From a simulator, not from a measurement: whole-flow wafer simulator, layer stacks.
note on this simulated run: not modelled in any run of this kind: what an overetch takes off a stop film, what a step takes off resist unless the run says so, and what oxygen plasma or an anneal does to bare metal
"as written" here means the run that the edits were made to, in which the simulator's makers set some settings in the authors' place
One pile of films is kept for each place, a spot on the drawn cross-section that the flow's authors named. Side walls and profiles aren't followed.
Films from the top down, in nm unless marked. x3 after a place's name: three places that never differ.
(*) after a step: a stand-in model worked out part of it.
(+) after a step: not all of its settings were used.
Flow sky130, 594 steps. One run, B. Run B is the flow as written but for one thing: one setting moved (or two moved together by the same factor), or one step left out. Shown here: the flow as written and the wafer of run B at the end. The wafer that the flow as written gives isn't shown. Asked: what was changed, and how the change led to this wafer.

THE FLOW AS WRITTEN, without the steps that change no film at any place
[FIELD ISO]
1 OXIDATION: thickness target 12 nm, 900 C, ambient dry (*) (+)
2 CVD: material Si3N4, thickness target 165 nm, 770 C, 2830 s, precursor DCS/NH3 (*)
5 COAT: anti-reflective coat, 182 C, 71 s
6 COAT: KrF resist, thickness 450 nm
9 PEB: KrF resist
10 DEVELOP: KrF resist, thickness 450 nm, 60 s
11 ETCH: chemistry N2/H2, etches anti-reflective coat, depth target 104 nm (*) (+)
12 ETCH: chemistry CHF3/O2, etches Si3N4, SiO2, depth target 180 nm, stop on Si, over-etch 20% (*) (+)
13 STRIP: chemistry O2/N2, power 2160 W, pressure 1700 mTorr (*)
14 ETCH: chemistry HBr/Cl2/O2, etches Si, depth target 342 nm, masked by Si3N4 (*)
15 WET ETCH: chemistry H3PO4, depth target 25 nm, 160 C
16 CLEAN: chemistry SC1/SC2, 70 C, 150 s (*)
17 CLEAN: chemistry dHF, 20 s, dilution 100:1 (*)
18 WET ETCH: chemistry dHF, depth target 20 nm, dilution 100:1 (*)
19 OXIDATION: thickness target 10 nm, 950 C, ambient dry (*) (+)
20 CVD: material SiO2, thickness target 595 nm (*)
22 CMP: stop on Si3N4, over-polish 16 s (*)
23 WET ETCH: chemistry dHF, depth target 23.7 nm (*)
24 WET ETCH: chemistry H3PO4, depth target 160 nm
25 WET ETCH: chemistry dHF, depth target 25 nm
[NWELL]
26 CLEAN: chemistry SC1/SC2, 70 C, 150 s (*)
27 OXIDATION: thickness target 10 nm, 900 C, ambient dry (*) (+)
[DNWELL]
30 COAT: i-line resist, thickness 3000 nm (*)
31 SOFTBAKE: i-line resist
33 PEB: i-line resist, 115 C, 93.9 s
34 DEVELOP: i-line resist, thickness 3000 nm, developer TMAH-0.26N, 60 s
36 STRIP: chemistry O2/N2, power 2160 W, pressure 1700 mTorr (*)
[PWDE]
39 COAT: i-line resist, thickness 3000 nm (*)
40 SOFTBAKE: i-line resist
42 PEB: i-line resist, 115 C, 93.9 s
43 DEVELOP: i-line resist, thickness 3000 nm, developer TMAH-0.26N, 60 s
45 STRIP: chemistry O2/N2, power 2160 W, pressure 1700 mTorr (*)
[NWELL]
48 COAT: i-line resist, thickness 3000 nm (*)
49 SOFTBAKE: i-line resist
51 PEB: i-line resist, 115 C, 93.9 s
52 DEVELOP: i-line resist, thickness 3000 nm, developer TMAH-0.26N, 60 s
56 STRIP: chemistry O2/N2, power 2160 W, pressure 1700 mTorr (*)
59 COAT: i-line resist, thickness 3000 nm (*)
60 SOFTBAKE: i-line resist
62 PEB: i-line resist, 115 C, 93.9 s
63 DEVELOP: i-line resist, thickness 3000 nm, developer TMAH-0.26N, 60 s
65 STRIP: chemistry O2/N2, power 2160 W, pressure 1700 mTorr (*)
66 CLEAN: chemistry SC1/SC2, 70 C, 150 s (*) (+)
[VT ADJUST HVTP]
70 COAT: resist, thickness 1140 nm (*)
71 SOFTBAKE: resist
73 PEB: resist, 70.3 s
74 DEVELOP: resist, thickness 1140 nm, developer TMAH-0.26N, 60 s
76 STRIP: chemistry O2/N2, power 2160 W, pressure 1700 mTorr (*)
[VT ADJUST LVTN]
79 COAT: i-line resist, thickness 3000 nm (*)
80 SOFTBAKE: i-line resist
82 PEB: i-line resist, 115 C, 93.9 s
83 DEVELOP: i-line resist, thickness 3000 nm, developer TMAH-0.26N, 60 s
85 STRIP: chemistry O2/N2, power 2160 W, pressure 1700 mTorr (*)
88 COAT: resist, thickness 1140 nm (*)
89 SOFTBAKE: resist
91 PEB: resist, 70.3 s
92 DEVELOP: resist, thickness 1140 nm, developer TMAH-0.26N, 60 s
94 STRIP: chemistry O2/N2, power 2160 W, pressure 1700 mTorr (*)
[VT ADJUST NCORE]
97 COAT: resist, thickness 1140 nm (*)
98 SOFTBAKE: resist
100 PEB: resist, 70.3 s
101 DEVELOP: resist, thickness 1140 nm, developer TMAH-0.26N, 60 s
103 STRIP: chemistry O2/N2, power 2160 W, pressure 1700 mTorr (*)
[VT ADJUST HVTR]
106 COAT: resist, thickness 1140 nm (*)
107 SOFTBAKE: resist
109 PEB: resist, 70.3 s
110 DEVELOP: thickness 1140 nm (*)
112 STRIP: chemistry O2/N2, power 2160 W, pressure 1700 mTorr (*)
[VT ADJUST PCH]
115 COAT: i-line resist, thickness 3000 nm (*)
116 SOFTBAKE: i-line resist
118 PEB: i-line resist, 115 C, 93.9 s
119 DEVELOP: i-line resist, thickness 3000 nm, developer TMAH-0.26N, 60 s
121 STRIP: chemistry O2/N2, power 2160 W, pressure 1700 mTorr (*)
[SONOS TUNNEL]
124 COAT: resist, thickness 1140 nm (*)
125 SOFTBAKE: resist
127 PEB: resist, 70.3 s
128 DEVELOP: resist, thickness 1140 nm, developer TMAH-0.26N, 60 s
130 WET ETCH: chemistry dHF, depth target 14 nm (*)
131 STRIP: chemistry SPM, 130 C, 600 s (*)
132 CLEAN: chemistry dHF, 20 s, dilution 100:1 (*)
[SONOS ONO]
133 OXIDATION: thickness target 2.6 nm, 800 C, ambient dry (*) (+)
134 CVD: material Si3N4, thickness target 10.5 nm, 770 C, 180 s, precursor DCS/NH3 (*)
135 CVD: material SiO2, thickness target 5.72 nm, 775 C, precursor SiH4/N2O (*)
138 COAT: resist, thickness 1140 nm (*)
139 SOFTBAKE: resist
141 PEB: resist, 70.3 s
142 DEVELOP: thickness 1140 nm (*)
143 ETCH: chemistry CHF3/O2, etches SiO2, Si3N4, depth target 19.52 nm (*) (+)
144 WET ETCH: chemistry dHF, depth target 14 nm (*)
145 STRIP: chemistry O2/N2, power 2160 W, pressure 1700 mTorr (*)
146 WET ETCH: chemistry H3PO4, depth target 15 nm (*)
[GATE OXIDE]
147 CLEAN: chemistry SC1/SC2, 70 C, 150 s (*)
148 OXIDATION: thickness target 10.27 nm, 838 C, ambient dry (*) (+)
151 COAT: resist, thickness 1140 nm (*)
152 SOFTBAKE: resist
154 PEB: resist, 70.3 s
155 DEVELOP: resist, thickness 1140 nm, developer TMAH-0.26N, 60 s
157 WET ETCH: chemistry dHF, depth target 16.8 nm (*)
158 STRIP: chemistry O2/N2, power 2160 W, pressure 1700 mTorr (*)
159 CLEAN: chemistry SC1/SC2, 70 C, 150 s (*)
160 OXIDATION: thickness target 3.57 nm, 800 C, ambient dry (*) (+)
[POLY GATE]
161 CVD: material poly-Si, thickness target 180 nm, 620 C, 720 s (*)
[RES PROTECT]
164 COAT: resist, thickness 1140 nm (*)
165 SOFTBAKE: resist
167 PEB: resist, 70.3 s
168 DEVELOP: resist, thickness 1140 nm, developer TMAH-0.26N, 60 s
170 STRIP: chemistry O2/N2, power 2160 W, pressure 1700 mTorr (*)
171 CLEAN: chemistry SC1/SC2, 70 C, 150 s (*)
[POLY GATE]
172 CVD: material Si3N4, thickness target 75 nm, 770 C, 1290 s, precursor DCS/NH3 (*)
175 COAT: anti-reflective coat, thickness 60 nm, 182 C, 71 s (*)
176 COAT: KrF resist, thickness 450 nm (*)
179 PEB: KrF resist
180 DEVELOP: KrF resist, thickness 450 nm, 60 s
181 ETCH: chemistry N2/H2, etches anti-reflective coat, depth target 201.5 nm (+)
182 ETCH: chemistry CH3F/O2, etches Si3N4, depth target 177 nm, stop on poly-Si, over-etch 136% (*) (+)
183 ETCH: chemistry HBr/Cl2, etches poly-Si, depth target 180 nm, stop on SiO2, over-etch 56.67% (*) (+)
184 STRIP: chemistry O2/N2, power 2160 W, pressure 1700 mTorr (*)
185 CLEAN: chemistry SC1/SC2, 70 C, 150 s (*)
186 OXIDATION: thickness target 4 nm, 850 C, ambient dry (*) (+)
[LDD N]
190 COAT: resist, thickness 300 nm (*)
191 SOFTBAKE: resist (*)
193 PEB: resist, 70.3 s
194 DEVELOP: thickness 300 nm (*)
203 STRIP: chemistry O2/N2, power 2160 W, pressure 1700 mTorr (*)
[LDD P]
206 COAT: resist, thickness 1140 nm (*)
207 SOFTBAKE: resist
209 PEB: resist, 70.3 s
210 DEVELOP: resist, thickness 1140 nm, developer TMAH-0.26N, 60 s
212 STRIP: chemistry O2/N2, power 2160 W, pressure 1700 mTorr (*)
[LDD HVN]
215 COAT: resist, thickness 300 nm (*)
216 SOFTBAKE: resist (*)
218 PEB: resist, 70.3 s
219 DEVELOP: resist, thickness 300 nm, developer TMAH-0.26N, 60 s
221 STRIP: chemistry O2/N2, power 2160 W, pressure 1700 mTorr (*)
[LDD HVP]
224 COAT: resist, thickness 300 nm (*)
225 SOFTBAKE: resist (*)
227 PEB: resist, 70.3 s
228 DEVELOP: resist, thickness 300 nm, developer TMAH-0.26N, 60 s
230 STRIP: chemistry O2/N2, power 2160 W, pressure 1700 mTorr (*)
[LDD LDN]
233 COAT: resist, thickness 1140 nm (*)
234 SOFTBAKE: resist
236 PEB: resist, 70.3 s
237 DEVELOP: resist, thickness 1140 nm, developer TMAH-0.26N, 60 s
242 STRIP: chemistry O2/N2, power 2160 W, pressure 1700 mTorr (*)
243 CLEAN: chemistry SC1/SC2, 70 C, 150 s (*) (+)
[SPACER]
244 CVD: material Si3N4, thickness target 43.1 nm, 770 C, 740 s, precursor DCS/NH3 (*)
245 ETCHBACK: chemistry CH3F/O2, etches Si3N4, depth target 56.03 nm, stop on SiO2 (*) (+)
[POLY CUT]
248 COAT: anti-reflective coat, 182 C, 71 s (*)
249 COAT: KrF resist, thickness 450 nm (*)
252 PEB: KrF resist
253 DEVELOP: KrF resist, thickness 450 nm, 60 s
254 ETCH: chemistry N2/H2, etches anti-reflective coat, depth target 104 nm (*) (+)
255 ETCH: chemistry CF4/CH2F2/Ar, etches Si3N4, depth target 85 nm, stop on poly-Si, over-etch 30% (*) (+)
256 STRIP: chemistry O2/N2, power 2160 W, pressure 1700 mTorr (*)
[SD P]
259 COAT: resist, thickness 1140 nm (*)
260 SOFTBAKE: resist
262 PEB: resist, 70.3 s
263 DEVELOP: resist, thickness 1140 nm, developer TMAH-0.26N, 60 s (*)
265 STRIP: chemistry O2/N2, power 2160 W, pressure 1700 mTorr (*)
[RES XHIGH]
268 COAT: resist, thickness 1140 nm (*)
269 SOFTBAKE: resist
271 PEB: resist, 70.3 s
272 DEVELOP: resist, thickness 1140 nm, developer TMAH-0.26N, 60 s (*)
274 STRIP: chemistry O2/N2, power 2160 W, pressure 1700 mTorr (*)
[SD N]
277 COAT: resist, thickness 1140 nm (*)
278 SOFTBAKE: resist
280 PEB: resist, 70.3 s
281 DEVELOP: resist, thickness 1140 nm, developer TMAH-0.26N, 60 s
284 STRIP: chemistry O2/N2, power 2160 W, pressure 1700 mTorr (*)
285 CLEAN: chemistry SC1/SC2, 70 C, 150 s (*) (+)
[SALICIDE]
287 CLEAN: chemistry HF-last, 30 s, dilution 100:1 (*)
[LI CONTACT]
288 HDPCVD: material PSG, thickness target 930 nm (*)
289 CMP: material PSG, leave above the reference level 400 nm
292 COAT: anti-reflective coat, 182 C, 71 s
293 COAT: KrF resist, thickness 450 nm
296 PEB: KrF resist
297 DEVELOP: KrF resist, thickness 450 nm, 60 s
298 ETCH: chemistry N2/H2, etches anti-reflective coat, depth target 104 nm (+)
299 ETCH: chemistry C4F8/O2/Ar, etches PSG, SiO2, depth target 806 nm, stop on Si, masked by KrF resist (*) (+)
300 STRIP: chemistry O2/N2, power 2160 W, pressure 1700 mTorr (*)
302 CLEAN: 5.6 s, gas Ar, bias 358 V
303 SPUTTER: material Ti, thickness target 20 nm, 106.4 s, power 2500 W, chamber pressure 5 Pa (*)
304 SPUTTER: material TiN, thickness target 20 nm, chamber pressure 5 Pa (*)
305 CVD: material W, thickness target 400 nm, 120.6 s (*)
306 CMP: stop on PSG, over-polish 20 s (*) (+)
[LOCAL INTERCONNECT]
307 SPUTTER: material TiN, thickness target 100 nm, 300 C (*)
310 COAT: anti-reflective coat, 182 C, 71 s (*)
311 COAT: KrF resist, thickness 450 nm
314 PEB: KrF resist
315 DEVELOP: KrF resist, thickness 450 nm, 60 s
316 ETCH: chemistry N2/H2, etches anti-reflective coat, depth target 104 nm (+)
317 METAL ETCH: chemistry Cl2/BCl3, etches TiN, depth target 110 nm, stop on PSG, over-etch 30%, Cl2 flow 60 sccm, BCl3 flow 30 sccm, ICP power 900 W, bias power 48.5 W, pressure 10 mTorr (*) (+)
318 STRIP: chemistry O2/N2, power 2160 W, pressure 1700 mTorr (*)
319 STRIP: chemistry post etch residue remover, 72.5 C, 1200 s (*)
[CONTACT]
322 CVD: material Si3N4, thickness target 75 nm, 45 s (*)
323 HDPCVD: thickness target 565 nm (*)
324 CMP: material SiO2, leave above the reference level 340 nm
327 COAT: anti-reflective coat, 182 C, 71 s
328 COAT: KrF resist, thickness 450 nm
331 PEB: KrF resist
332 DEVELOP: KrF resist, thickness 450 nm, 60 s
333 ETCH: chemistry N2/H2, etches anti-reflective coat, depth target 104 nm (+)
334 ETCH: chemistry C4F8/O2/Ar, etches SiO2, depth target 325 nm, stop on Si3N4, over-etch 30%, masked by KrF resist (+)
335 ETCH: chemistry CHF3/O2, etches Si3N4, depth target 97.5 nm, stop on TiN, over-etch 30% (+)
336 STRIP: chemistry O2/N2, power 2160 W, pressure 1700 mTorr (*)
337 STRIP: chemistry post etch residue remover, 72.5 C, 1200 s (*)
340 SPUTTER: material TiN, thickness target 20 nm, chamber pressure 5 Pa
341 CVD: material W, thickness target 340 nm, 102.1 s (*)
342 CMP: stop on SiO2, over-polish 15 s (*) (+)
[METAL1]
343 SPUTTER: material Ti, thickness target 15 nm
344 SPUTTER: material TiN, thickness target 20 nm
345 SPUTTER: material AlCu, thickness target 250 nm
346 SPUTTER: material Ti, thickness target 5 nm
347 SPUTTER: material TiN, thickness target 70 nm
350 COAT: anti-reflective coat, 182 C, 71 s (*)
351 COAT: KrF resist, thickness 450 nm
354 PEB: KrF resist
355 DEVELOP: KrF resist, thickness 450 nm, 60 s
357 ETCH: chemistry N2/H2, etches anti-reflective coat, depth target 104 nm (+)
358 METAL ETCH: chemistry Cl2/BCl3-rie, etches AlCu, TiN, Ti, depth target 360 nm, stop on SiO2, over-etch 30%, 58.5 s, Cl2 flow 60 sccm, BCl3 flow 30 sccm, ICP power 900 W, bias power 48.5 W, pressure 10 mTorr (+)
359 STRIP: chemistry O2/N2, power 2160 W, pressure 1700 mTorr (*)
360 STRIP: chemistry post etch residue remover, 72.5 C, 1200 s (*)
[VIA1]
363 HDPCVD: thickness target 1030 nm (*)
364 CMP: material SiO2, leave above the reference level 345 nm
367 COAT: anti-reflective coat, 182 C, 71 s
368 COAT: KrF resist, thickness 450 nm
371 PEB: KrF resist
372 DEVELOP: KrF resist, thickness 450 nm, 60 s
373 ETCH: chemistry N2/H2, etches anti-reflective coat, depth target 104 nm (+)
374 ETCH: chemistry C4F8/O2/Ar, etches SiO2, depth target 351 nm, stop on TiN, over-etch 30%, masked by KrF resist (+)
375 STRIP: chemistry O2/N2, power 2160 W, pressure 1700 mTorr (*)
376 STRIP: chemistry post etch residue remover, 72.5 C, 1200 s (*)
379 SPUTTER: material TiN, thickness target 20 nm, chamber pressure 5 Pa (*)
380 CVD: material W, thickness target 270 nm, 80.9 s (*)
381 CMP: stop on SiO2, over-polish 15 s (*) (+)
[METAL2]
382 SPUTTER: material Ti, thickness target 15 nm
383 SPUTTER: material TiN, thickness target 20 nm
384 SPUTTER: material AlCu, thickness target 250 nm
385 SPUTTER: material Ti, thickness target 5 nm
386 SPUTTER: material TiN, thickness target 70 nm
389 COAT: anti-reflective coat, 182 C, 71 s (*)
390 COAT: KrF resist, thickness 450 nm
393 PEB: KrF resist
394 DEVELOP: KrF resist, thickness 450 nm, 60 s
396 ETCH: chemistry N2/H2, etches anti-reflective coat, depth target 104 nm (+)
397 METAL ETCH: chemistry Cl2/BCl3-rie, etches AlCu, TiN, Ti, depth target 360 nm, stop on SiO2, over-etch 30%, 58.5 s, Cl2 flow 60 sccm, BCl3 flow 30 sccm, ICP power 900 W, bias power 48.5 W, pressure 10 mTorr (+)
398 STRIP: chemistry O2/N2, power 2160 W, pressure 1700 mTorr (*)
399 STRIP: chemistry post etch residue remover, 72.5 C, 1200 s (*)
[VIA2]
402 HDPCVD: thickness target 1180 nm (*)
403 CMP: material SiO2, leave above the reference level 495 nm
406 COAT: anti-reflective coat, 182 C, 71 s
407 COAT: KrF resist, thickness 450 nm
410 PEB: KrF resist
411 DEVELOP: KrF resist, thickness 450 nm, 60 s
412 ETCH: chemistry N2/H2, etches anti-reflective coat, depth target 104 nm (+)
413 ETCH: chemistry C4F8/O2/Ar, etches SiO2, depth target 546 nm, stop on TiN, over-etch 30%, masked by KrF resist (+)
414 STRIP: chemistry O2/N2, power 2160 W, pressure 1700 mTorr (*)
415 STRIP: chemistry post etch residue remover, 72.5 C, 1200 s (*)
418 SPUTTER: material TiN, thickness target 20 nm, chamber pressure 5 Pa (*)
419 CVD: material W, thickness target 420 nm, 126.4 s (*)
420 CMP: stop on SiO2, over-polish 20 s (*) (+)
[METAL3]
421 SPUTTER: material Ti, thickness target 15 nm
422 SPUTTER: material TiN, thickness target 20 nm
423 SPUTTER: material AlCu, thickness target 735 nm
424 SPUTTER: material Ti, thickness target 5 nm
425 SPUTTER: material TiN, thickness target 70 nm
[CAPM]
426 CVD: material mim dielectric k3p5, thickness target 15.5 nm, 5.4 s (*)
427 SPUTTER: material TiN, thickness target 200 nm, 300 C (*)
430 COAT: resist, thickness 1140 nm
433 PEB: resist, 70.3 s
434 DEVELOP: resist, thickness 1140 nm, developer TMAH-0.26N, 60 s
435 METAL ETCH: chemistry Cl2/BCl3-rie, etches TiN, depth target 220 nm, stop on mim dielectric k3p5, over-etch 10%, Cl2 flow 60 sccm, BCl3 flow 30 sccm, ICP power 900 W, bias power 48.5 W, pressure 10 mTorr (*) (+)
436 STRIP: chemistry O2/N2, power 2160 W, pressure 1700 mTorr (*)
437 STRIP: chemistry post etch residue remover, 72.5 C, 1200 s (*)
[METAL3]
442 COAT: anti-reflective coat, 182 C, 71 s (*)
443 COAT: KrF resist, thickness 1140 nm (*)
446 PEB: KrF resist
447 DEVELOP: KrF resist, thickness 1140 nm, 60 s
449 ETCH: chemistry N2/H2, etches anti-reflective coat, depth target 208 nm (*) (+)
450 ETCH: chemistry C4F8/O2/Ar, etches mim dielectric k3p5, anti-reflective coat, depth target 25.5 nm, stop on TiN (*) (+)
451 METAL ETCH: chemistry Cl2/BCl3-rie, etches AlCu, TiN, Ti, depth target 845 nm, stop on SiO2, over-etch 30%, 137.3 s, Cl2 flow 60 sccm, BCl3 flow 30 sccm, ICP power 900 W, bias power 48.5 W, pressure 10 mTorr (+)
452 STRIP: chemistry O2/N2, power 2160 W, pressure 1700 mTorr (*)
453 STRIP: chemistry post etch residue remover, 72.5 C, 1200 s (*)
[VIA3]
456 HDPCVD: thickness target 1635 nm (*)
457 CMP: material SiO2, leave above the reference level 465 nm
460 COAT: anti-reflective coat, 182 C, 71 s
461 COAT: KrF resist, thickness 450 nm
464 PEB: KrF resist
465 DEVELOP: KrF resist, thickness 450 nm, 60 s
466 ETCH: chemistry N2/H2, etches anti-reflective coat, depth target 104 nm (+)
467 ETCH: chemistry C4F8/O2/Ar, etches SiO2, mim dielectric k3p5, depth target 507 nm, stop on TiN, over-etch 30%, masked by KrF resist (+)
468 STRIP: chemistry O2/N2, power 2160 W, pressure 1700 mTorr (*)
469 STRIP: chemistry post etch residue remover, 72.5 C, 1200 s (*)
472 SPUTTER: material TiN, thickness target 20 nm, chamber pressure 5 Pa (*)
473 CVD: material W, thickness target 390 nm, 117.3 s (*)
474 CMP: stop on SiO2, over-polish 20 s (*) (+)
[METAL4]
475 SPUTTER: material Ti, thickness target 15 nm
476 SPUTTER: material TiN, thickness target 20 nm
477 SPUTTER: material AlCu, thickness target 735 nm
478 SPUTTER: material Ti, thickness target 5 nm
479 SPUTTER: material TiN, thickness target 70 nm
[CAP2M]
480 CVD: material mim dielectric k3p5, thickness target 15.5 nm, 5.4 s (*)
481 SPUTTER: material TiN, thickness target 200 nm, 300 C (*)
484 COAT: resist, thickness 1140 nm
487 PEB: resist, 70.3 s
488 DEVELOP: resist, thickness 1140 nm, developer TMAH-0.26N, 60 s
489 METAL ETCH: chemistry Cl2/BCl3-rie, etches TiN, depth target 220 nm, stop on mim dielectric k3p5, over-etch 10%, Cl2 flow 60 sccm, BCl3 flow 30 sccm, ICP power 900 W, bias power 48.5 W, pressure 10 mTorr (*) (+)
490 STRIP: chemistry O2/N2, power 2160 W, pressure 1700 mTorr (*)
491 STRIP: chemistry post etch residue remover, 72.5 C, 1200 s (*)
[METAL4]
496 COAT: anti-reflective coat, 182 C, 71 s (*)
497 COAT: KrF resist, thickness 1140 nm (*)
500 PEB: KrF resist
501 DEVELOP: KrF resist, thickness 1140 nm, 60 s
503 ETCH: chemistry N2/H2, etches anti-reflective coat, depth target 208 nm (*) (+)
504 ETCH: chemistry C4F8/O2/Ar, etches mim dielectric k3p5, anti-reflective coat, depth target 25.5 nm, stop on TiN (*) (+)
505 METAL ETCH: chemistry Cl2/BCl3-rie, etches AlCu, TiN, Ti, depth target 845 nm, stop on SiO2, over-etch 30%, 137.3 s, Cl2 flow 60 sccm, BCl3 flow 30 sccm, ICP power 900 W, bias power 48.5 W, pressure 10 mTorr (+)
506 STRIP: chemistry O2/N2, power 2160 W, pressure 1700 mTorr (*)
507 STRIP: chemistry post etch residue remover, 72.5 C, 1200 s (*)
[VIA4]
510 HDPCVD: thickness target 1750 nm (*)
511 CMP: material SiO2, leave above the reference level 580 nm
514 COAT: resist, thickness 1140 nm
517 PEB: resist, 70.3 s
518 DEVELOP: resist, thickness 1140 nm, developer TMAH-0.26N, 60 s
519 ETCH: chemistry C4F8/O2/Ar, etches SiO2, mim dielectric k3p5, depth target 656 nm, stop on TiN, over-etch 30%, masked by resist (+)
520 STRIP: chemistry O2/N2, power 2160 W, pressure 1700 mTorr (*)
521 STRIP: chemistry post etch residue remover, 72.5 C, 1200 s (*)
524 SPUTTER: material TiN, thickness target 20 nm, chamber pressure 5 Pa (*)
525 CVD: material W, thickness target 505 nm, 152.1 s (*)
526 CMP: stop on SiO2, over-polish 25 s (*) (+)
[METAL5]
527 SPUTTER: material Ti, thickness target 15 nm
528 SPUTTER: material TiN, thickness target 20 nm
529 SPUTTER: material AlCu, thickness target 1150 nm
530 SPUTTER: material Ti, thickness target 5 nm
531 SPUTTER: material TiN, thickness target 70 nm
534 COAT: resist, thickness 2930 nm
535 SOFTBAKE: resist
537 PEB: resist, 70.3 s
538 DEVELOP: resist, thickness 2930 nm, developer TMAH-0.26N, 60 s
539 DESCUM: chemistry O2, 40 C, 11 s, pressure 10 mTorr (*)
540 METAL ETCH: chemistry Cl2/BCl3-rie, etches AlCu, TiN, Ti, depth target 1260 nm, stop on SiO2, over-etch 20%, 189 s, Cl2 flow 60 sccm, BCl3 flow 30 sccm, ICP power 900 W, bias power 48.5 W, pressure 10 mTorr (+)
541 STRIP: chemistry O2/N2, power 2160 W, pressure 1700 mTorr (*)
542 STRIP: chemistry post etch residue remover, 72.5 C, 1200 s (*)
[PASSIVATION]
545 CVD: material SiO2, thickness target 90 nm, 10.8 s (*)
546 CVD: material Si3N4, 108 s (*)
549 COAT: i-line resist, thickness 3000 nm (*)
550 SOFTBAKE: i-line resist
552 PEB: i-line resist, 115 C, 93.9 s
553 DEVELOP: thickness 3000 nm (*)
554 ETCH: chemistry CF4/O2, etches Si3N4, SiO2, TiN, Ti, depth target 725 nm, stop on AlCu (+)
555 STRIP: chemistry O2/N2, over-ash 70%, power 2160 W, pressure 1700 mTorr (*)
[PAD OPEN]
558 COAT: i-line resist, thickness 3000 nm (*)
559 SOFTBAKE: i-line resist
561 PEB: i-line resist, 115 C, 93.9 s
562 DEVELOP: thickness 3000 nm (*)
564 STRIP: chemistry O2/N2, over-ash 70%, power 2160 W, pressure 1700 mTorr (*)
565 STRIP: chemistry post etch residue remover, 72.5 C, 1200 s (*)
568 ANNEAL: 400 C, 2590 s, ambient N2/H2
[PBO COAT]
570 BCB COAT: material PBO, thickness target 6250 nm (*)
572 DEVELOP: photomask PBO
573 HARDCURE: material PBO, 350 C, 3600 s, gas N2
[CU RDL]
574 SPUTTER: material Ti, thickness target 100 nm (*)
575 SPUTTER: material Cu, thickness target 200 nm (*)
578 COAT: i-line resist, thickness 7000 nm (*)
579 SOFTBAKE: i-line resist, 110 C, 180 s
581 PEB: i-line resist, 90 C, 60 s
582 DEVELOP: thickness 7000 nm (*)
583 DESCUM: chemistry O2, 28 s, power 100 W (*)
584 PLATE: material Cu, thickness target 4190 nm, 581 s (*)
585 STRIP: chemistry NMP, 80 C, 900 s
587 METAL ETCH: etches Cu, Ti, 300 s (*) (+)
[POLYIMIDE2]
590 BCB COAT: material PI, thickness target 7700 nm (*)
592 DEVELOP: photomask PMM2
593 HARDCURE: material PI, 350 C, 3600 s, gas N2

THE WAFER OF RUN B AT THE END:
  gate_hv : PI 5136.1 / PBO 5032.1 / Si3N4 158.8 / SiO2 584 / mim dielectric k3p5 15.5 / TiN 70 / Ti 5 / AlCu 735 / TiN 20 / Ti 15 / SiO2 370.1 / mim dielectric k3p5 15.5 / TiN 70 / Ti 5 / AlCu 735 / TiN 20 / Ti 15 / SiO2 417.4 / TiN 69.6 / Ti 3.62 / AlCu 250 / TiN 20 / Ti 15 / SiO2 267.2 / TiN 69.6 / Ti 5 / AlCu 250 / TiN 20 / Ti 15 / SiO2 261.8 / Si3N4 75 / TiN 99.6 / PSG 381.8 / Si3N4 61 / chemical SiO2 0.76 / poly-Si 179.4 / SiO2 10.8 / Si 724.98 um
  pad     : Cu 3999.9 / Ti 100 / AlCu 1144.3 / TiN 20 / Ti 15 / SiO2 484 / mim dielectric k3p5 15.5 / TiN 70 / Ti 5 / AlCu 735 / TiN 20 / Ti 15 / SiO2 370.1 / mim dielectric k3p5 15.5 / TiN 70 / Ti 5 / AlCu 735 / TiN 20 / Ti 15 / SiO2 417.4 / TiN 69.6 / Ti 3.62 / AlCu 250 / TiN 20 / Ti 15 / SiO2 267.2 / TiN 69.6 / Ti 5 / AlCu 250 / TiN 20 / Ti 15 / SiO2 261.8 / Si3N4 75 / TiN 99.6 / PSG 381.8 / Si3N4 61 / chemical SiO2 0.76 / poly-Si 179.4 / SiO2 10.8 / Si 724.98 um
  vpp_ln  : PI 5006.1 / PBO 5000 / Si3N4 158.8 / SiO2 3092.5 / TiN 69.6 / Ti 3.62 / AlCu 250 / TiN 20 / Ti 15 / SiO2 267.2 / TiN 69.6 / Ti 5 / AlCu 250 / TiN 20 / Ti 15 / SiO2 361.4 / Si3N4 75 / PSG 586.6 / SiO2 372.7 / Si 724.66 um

The cause: step 385, SPUTTER: thickness target 3.62 nm was run, where the flow has thickness target 5 nm.
It can be read off the wafer: gate_hv has Ti 3.62, and step 385 as written asks for 5 nm.

How the change led to this, step by step:
  385 SPUTTER: material Ti, thickness target 5 nm
      field, active, n_well and 188 more: Ti +3.62 (new film) (as written it would be: Ti +5 (new film))
  397 METAL ETCH: chemistry Cl2/BCl3-rie, etches AlCu, TiN, Ti, depth target 360 nm, stop on SiO2, over-etch 30%, 58.5 s, Cl2 flow 60 sccm, BCl3 flow 30 sccm, ICP power 900 W, bias power 48.5 W, pressure 10 mTorr (+)
      field, active, gate and 82 more: TiN -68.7 (all of it), Ti -3.62 (all of it), AlCu -250 (all of it), TiN -20 (all of it), Ti -15 (all of it), SiO2 -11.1 (as written it would be: TiN -68.7 (all of it), Ti -5 (all of it), AlCu -250 (all of it), TiN -20 (all of it), Ti -15 (all of it), SiO2 -10.9)
